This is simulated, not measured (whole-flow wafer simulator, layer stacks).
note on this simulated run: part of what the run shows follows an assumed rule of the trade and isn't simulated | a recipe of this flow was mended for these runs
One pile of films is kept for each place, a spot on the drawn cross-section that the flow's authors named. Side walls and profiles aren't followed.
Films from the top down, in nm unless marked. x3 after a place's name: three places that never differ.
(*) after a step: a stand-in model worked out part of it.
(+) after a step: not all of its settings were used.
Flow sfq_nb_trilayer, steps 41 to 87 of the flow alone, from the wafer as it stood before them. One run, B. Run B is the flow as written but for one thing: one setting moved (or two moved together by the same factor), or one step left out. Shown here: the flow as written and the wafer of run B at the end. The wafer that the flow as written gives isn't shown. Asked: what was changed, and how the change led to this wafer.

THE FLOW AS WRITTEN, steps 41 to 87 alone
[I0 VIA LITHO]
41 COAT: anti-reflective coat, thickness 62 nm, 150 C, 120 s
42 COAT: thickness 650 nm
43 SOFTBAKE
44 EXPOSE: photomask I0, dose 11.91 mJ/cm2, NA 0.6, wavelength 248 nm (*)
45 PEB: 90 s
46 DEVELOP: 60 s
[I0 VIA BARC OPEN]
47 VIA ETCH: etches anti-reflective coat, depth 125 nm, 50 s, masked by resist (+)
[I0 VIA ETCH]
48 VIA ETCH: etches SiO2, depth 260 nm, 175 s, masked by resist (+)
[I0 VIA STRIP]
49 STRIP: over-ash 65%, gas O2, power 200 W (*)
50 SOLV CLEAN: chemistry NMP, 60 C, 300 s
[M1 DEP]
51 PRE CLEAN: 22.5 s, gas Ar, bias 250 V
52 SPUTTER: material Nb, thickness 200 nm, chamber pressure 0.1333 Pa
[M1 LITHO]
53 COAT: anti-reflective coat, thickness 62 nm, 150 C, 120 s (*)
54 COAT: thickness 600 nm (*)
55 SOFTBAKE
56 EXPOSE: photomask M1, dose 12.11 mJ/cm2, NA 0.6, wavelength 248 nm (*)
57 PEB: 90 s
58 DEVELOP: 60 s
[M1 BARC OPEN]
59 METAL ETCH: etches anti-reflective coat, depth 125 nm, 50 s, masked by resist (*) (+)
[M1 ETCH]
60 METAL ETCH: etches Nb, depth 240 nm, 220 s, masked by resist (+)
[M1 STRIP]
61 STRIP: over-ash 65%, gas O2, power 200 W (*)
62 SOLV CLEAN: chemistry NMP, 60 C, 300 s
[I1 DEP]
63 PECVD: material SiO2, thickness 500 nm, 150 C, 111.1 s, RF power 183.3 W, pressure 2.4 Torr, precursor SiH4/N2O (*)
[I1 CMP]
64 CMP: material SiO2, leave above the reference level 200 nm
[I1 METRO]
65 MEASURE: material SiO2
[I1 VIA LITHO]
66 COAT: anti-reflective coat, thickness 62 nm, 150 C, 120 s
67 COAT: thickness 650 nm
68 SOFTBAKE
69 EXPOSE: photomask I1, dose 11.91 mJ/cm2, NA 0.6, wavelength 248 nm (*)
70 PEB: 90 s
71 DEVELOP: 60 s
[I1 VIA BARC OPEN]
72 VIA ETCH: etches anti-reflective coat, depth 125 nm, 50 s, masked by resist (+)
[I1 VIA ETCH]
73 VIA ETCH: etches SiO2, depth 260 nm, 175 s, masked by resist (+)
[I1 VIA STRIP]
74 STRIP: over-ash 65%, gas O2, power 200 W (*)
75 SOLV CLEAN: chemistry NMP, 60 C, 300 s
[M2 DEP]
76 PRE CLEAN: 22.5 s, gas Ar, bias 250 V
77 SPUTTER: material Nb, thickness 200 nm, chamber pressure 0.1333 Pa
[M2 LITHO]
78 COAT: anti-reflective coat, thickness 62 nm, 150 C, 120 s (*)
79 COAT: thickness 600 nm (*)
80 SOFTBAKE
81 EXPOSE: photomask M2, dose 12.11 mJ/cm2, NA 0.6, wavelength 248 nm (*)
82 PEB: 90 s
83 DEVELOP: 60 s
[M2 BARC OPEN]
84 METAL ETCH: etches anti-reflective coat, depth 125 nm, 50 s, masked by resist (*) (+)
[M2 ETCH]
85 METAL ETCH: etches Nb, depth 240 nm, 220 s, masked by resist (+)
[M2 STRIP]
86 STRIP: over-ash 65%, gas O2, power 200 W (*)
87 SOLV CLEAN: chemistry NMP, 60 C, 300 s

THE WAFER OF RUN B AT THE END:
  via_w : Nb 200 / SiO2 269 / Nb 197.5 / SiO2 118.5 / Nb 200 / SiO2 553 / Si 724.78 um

The cause: step 47, VIA ETCH: etches anti-reflective coat, depth 125 nm, 50 s, masked by resist (+), was left out.

How the change led to this, step by step:
  48 VIA ETCH: etches SiO2, depth 260 nm, 175 s, masked by resist (+)
      via_w: anti-reflective coat -62 (all of it), SiO2 -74 (as written it would be: SiO2 -199.7 (all of it), Nb -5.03)
  49 STRIP: over-ash 65%, gas O2, power 200 W (*)
      field_l, v_sur, via_wl and 102 more: KrF-resist-other-grade -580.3 (all of it), anti-reflective coat -62 (all of it) (as written it would be: KrF-resist-other-grade -510.8 (all of it), anti-reflective coat -62 (all of it))
  51 PRE CLEAN: 22.5 s, gas Ar, bias 250 V
      via_w: SiO2 -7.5 (as written it would be: Nb -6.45)
  52 SPUTTER: material Nb, thickness 200 nm, chamber pressure 0.1333 Pa
      via_w: Nb +197.5 (new film) (as written it would be: Nb +172.8)
  53 COAT: anti-reflective coat, thickness 62 nm, 150 C, 120 s (*)
      field_l: anti-reflective coat +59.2 (new film) (as written it would be: anti-reflective coat +67.7 (new film))
      v_sur: anti-reflective coat +47.2 (new film) (as written it would be: anti-reflective coat +45.6 (new film))
      (and at 6 more places)
  54 COAT: thickness 600 nm (*)
      via_w: KrF-resist-other-grade +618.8 (new film) (as written it would be: KrF-resist-other-grade +733.2 (new film))
  59 METAL ETCH: etches anti-reflective coat, depth 125 nm, 50 s, masked by resist (*) (+)
      field_l: anti-reflective coat -59.2 (all of it) (as written it would be: anti-reflective coat -67.7 (all of it))
  61 STRIP: over-ash 65%, gas O2, power 200 W (*)
      v_sur: KrF-resist-other-grade -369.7 (all of it), anti-reflective coat -47.2 (all of it) (as written it would be: KrF-resist-other-grade -361.9 (all of it), anti-reflective coat -45.6 (all of it))
      via_wl: KrF-resist-other-grade -376.7 (all of it), anti-reflective coat -38.3 (all of it) (as written it would be: KrF-resist-other-grade -382.3 (all of it), anti-reflective coat -16.2 (all of it))
      (and at 5 more places)
  63 PECVD: material SiO2, thickness 500 nm, 150 C, 111.1 s, RF power 183.3 W, pressure 2.4 Torr, precursor SiH4/N2O (*)
      via_w: SiO2 +500 (new film) (as written it would be: SiO2 +612.8 (new film))
  64 CMP: material SiO2, leave above the reference level 200 nm
      via_w: SiO2 -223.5 (as written it would be: SiO2 -181.6)
Counting metal films that touch as one body, via_w has 3 bodies (between them, from the top down: SiO2 269; SiO2 118.5); the flow as written gives 2 bodies (between them, from the top down: SiO2 423.7).
